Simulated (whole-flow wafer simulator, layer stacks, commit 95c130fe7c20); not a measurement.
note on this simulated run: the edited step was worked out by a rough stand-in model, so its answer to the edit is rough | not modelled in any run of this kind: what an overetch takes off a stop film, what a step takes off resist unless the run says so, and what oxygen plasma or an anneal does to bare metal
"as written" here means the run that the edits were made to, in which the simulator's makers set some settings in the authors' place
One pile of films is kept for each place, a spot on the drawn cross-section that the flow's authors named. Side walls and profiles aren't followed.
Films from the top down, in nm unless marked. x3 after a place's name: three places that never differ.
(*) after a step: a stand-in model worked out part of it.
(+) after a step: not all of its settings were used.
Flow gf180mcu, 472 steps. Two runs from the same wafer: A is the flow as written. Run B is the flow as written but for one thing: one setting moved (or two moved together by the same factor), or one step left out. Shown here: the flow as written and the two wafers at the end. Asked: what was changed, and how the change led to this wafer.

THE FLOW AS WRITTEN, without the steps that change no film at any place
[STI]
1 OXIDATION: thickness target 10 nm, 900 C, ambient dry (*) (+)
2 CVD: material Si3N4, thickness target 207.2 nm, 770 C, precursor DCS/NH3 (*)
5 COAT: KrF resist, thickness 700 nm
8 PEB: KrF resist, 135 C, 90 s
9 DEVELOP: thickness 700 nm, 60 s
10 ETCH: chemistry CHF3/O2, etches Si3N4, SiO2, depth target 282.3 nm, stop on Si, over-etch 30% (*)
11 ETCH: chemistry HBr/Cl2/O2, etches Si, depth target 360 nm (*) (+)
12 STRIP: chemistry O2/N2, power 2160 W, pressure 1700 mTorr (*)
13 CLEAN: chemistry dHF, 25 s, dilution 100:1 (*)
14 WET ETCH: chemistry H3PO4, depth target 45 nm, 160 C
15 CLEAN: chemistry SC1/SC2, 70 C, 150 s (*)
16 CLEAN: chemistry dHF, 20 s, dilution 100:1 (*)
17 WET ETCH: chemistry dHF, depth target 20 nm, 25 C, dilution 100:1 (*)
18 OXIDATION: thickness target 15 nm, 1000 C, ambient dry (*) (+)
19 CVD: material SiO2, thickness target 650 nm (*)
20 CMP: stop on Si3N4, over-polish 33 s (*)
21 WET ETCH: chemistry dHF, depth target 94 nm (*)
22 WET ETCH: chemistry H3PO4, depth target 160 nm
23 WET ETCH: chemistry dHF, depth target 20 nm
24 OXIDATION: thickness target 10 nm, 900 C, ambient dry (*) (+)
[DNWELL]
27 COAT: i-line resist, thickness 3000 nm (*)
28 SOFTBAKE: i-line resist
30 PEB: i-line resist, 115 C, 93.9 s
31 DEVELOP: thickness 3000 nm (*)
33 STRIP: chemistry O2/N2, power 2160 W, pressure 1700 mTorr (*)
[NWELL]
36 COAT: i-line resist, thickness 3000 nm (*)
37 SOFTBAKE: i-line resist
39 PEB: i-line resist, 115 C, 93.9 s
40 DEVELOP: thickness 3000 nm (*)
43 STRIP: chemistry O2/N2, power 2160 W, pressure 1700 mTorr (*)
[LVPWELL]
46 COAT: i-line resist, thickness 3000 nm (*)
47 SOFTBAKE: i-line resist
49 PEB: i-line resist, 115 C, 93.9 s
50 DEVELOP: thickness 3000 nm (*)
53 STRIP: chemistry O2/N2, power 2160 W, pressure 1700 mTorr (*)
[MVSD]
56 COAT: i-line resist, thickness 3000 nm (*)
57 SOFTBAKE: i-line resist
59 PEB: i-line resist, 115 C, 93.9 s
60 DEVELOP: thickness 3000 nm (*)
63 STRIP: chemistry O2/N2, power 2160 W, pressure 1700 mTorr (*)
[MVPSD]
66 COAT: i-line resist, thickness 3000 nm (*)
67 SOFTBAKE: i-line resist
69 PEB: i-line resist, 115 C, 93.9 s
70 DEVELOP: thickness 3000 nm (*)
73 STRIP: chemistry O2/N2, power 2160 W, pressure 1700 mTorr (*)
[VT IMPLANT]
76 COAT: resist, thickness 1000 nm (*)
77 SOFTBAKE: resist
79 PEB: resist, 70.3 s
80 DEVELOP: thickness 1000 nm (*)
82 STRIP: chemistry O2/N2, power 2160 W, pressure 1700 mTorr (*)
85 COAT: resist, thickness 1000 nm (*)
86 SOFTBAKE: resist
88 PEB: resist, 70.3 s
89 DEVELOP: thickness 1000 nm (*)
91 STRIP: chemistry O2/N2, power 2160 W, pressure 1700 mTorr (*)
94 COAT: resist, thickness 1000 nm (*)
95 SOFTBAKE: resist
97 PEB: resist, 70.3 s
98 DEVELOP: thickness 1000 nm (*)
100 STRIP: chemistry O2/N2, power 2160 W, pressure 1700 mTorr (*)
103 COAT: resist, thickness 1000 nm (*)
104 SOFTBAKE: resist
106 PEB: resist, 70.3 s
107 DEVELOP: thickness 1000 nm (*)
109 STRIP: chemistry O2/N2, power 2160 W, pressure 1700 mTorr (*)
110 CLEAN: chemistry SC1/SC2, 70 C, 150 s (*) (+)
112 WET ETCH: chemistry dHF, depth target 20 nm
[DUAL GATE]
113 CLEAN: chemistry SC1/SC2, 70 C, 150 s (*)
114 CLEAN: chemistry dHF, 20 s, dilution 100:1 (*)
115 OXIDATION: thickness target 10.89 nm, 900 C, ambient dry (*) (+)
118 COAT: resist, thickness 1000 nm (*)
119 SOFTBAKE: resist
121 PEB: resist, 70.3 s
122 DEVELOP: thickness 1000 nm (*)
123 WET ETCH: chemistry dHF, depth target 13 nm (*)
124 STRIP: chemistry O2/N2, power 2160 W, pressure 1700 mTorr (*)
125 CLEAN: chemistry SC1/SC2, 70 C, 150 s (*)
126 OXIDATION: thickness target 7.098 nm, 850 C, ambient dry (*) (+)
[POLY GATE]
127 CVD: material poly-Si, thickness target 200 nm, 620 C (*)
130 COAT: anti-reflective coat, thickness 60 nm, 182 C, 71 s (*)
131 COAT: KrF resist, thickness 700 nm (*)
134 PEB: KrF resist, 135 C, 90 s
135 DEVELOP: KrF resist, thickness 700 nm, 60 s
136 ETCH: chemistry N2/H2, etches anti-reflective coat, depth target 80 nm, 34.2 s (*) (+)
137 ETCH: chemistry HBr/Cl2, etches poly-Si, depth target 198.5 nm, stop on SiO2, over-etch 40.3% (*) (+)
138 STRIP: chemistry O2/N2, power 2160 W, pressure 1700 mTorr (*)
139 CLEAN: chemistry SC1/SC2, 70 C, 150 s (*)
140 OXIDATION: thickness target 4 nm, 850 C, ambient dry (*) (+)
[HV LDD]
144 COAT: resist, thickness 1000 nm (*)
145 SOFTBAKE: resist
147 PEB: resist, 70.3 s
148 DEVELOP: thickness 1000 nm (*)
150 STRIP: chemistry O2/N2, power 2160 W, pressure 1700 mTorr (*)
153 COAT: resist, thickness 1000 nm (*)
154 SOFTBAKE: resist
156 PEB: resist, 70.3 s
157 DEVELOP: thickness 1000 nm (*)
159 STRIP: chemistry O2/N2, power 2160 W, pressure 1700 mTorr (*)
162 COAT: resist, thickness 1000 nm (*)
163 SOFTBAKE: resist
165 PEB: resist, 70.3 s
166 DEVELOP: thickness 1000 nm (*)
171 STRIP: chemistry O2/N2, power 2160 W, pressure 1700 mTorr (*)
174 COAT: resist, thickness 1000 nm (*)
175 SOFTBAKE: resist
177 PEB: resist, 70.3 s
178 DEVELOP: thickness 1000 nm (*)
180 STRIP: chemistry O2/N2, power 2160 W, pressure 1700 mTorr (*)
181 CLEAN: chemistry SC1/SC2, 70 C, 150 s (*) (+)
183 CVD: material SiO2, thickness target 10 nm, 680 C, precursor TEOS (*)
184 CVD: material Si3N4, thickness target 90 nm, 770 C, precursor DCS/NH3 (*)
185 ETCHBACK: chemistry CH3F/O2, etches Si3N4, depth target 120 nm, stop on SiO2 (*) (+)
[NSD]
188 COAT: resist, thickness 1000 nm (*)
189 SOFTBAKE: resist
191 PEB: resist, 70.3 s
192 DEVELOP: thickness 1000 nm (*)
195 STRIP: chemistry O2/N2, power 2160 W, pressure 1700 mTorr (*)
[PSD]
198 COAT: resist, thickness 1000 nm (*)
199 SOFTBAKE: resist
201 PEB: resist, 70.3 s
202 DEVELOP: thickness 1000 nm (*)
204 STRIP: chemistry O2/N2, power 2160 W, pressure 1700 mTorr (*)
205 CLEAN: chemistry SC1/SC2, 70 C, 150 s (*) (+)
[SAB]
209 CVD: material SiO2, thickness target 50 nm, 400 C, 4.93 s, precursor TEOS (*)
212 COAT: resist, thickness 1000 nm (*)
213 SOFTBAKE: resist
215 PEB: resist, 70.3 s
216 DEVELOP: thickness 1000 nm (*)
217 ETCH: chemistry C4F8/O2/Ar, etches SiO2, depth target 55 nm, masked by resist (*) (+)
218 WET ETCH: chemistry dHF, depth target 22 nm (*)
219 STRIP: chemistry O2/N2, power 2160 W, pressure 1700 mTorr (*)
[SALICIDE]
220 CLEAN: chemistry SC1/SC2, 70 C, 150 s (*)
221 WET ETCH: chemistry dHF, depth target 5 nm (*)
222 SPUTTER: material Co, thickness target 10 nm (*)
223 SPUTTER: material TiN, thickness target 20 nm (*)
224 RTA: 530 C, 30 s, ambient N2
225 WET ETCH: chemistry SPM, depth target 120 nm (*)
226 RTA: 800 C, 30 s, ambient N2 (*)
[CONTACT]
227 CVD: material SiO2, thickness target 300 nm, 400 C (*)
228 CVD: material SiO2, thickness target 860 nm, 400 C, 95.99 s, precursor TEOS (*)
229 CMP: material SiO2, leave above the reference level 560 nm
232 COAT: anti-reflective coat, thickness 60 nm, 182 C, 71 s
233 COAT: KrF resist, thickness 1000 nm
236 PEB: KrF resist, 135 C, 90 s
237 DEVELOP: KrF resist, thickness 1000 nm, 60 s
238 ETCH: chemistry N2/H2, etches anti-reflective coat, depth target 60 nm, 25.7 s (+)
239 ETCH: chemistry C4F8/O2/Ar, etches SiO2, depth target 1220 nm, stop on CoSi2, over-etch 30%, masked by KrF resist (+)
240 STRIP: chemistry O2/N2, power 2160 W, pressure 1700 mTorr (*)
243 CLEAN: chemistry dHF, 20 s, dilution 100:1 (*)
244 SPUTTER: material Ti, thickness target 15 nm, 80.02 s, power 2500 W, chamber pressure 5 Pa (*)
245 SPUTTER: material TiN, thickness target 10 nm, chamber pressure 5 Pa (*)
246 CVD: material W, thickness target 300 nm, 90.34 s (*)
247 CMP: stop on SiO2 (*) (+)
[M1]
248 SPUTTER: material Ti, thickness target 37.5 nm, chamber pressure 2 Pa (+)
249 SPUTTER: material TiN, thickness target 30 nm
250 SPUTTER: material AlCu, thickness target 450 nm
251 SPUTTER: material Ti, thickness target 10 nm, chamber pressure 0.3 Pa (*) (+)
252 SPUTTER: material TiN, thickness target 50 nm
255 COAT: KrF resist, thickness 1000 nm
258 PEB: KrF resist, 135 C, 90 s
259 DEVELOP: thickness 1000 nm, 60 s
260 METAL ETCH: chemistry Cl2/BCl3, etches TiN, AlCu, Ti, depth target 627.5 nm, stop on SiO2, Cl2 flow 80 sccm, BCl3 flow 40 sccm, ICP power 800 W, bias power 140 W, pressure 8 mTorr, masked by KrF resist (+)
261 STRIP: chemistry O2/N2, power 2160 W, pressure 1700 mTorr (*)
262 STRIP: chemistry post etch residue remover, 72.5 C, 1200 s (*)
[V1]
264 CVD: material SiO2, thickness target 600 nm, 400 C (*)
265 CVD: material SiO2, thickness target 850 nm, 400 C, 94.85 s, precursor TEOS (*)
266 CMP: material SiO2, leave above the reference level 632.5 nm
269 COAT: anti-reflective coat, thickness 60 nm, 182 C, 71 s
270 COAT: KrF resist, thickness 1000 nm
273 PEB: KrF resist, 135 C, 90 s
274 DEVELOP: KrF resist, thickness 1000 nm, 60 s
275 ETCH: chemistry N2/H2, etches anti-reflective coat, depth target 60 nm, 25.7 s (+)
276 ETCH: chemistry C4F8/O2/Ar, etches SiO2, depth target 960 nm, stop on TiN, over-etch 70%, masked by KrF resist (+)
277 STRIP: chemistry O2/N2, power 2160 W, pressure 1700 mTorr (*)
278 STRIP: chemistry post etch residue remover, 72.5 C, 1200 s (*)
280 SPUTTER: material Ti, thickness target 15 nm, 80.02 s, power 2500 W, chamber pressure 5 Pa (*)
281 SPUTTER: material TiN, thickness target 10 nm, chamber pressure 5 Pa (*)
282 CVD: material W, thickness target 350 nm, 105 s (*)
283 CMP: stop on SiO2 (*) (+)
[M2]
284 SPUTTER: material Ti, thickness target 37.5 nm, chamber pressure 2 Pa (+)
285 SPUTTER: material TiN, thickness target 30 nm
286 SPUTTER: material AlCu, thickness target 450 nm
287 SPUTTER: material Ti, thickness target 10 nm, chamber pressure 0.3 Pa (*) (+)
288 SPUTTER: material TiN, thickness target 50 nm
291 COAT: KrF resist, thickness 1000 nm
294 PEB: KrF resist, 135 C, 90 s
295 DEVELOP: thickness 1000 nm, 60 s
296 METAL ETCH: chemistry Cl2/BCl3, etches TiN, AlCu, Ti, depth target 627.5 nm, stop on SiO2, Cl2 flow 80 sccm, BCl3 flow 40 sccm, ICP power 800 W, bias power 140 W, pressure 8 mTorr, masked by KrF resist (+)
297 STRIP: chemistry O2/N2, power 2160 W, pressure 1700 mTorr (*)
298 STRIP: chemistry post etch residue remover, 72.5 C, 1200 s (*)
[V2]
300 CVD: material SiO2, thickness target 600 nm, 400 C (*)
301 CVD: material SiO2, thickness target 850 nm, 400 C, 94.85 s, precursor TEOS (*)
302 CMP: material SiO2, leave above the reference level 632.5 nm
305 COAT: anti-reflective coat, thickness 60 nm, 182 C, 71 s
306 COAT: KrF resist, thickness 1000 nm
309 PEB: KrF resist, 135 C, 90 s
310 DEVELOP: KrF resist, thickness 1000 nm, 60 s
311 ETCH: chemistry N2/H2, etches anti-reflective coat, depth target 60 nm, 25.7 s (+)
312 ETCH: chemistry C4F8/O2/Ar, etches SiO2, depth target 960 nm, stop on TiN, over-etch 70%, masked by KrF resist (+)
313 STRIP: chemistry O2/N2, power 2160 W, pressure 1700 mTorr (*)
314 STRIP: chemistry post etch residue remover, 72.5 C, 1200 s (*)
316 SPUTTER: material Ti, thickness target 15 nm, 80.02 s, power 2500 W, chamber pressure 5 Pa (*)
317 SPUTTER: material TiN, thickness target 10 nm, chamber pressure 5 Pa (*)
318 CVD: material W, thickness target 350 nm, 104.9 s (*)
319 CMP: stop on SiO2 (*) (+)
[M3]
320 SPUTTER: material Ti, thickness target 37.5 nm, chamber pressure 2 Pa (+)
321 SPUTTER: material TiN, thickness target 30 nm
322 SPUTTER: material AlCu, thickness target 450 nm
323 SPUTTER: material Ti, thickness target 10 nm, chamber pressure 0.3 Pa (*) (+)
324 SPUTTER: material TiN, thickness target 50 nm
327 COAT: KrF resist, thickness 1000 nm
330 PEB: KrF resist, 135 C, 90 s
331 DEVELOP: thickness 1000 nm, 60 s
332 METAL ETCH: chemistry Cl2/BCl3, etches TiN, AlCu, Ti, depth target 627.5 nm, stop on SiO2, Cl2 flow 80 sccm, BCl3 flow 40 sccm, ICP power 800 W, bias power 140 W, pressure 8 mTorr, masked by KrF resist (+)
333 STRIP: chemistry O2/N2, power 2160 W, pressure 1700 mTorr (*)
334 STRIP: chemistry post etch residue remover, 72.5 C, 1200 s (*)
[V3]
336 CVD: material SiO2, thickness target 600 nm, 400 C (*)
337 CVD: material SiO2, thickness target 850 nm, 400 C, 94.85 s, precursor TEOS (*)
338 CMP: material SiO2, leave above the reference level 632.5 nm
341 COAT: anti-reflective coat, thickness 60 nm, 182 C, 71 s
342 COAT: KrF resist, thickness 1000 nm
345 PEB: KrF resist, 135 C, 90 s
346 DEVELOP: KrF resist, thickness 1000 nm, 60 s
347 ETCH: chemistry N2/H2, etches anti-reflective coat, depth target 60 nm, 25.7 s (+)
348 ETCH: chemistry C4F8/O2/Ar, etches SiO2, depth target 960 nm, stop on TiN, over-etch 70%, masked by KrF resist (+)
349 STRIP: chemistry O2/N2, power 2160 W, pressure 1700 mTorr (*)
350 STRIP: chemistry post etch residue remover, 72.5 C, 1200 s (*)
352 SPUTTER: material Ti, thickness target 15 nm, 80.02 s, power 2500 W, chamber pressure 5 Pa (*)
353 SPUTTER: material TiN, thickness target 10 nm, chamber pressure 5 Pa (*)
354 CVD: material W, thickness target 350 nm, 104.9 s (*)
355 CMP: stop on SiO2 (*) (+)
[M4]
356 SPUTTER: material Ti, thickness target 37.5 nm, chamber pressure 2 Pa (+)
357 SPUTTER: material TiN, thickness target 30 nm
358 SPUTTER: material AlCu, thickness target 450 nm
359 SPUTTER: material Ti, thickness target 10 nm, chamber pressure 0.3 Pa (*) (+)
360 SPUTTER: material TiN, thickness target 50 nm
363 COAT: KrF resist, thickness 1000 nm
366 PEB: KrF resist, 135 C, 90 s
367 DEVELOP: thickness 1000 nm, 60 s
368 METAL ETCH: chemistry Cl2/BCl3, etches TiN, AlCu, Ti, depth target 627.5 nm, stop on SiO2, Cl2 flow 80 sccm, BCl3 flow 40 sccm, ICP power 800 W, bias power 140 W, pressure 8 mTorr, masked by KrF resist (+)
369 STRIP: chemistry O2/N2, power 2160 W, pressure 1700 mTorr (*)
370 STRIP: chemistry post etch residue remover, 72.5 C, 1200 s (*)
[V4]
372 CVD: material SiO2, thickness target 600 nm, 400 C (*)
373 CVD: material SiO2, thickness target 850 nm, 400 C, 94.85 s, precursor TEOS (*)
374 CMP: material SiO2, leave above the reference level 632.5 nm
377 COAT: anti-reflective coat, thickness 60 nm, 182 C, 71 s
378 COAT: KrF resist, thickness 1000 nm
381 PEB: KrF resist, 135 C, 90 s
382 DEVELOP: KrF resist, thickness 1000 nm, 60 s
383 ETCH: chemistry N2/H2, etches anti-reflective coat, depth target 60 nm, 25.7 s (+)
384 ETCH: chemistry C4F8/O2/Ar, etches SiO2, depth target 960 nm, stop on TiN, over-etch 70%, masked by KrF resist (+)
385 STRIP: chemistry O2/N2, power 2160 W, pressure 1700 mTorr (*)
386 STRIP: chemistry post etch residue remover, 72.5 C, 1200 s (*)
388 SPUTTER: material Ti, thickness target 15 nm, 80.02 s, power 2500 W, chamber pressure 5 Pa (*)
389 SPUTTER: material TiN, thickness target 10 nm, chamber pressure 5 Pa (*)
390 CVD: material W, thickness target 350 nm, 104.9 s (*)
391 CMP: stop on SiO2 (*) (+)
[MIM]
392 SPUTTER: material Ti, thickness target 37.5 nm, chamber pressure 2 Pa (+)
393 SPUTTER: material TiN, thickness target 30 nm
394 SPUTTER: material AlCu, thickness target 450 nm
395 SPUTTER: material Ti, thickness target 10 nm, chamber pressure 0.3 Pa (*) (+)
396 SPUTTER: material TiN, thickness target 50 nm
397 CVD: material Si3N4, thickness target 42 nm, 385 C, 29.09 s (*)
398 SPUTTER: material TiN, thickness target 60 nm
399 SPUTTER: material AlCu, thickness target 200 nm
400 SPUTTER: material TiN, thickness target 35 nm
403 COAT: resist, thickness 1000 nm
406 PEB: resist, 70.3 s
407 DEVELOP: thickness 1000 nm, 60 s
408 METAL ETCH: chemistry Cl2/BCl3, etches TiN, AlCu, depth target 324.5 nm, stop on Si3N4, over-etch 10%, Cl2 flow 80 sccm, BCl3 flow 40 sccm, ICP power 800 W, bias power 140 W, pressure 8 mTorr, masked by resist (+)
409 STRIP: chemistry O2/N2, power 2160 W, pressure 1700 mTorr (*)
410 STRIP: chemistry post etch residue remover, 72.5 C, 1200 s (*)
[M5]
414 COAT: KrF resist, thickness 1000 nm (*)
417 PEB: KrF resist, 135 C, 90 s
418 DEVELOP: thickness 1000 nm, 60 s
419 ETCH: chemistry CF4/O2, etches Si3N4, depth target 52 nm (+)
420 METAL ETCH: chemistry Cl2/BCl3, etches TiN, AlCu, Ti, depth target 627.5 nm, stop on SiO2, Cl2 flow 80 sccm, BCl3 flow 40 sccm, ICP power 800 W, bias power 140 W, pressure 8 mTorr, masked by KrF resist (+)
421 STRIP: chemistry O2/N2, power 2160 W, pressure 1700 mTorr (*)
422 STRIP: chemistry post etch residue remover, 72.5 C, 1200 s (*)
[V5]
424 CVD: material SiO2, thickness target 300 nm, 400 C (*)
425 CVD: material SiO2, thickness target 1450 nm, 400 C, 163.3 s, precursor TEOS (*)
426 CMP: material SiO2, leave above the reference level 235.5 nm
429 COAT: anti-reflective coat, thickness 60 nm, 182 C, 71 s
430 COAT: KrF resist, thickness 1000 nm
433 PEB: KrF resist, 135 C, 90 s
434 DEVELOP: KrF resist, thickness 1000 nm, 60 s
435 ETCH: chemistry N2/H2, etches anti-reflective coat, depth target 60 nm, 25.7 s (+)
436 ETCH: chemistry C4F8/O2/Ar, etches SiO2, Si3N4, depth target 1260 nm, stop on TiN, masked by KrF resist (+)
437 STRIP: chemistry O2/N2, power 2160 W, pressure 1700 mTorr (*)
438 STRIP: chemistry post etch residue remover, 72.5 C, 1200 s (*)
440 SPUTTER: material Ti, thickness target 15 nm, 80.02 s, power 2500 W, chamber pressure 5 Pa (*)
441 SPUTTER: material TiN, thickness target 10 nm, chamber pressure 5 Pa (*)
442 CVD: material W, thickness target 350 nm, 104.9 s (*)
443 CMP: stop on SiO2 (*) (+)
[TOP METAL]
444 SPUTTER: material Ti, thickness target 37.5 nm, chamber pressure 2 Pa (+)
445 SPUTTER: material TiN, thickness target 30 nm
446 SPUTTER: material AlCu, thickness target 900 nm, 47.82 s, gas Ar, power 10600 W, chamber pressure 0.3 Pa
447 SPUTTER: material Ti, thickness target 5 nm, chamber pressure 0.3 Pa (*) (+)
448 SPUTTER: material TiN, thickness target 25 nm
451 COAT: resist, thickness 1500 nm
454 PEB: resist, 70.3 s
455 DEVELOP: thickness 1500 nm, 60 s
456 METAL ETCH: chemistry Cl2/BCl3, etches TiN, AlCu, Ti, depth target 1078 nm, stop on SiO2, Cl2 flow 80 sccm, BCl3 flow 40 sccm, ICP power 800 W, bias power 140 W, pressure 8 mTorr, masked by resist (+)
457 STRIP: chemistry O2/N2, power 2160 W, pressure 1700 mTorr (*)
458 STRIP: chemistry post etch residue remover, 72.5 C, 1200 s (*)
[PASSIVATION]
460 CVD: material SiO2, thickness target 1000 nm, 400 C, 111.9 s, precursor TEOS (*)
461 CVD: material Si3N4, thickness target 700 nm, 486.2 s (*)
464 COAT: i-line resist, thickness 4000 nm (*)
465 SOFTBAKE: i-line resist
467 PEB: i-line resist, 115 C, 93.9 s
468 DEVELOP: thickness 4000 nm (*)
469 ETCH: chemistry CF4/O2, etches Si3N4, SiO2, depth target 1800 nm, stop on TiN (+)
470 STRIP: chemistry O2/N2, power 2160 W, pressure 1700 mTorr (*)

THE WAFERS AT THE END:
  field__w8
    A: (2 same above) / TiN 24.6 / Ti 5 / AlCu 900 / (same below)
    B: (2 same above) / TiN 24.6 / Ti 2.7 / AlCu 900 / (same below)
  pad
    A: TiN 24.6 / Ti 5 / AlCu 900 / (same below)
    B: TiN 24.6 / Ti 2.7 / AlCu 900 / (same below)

The cause: step 447, SPUTTER: thickness target 2.7 nm was run, where the flow has thickness target 5 nm.
It can be read off the wafer: field__w8 has Ti 2.7, and step 447 as written asks for 5 nm.

How the change led to this, step by step:
  447 SPUTTER: material Ti, thickness target 5 nm, chamber pressure 0.3 Pa (*) (+)
      field, field__w1, field__w2 and 109 more: A Ti +5 (new film) | B Ti +2.7 (new film)
  456 METAL ETCH: chemistry Cl2/BCl3, etches TiN, AlCu, Ti, depth target 1078 nm, stop on SiO2, Cl2 flow 80 sccm, BCl3 flow 40 sccm, ICP power 800 W, bias power 140 W, pressure 8 mTorr, masked by resist (+)
      field, field__w1, field__w2 and 103 more: A TiN -25 (all of it), Ti -5 (all of it), AlCu -900 (all of it), TiN -30 (all of it), Ti -37.5 (all of it) | B TiN -25 (all of it), Ti -2.7 (all of it), AlCu -900 (all of it), TiN -30 (all of it), Ti -37.5 (all of it)
